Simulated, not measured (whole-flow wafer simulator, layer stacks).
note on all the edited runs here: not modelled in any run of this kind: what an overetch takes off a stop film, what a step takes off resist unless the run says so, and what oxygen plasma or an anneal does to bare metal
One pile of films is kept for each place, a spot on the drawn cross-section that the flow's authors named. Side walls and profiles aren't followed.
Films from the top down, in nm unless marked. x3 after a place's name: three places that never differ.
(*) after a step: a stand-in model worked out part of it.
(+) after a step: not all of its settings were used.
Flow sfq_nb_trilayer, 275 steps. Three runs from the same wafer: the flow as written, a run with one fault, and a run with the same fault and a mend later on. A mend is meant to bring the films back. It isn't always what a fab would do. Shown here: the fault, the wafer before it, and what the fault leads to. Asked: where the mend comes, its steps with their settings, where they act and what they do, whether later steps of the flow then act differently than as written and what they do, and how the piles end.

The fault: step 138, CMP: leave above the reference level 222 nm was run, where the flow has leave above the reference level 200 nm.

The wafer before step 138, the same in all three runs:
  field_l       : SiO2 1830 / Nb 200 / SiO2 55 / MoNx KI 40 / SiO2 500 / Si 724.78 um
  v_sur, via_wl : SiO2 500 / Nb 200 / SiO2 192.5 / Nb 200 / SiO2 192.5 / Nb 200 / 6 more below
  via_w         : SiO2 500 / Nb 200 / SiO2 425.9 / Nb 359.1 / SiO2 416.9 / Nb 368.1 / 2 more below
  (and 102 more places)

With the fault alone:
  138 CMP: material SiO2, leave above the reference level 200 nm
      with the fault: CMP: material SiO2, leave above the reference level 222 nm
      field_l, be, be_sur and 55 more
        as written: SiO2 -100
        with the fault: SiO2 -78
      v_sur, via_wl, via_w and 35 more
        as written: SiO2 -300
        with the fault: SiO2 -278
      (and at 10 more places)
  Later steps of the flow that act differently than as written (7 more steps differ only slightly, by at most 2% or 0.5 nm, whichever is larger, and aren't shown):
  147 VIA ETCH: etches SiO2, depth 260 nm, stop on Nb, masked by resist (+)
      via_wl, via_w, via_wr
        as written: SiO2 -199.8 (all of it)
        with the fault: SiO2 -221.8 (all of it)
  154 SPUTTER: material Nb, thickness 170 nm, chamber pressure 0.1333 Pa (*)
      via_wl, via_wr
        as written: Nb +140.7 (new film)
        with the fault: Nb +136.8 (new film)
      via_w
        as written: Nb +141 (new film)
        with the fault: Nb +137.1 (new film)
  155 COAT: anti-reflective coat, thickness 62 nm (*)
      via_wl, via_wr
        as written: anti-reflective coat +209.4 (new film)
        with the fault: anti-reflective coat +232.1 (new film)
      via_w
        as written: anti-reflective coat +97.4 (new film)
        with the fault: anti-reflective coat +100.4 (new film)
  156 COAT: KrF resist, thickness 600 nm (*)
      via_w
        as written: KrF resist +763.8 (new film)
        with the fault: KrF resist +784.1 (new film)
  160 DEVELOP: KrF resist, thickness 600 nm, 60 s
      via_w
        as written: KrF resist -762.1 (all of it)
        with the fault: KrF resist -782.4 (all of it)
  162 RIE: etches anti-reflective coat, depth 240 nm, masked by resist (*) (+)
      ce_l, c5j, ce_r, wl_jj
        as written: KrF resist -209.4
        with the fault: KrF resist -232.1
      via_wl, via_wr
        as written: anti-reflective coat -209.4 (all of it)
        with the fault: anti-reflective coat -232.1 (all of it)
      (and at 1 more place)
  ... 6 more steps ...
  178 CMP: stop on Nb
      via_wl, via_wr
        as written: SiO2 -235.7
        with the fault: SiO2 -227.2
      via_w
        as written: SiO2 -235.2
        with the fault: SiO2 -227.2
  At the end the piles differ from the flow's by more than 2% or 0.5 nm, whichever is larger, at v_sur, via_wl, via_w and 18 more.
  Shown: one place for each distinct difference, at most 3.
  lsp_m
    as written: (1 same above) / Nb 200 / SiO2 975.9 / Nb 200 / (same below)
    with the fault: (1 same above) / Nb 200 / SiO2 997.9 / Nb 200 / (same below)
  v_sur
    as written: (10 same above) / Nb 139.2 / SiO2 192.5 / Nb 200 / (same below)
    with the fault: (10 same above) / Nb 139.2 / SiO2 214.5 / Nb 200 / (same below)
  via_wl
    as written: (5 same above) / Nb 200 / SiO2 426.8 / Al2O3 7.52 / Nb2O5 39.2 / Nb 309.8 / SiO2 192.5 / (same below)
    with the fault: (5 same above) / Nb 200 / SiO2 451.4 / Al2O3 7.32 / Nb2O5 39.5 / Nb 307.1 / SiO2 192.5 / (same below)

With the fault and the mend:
  The mend comes after step 139.
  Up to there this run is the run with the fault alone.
  139a CMP: material SiO2, leave above the reference level 200 nm (the flow's step 138 once more)
      field_l, v_sur, via_wl and 103 more
        SiO2 -22
  No later step of the flow acts differently than as written at any place that is followed.
  At the end the piles are the same as the flow's at every place that both follow.
